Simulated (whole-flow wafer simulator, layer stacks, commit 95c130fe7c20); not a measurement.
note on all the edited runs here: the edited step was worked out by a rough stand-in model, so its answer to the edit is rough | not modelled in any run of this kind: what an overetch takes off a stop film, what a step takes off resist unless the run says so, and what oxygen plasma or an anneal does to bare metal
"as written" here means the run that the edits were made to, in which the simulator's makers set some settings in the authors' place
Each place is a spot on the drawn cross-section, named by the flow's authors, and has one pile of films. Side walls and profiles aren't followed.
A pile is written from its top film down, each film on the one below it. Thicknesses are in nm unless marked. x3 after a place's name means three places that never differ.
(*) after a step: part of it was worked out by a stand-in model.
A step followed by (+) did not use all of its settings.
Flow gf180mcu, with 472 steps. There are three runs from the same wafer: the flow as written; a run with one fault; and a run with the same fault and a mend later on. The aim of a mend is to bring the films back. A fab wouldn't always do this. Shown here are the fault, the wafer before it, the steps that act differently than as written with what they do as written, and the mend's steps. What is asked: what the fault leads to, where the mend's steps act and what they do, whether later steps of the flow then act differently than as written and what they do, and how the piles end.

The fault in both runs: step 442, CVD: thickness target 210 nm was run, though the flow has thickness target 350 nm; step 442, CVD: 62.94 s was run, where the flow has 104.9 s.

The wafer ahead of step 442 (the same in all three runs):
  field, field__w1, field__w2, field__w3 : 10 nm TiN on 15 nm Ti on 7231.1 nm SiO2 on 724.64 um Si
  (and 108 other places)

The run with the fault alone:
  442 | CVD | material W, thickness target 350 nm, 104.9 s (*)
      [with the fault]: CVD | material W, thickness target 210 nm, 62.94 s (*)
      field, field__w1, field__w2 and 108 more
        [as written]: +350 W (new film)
        [with the fault]: +211.2 W (new film)
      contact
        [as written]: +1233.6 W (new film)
        [with the fault]: +1094.8 W (new film)
  Steps later in the flow that act otherwise than as written:
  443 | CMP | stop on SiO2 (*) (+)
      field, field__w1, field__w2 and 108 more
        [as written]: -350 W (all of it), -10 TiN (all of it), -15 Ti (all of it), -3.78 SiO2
        [with the fault]: -211.2 W (all of it), -10 TiN (all of it), -15 Ti (all of it), -2.38 SiO2
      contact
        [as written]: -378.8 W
        [with the fault]: -238.6 W
  At the end the piles are close to the flow's at the places that both follow, differing by at most 2% or 0.5 nm, whichever is larger.

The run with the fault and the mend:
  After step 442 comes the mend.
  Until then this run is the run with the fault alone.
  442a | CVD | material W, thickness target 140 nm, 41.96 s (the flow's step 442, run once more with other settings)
      field, field__w1, field__w2 and 109 more
        +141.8 W
  None of the later steps of the flow differs from how it acts as written, at any place that is followed, by more than 2% or 0.5 nm, whichever is larger.
  At the end the piles are close to the flow's at the places that both follow, differing by at most 2% or 0.5 nm, whichever is larger.
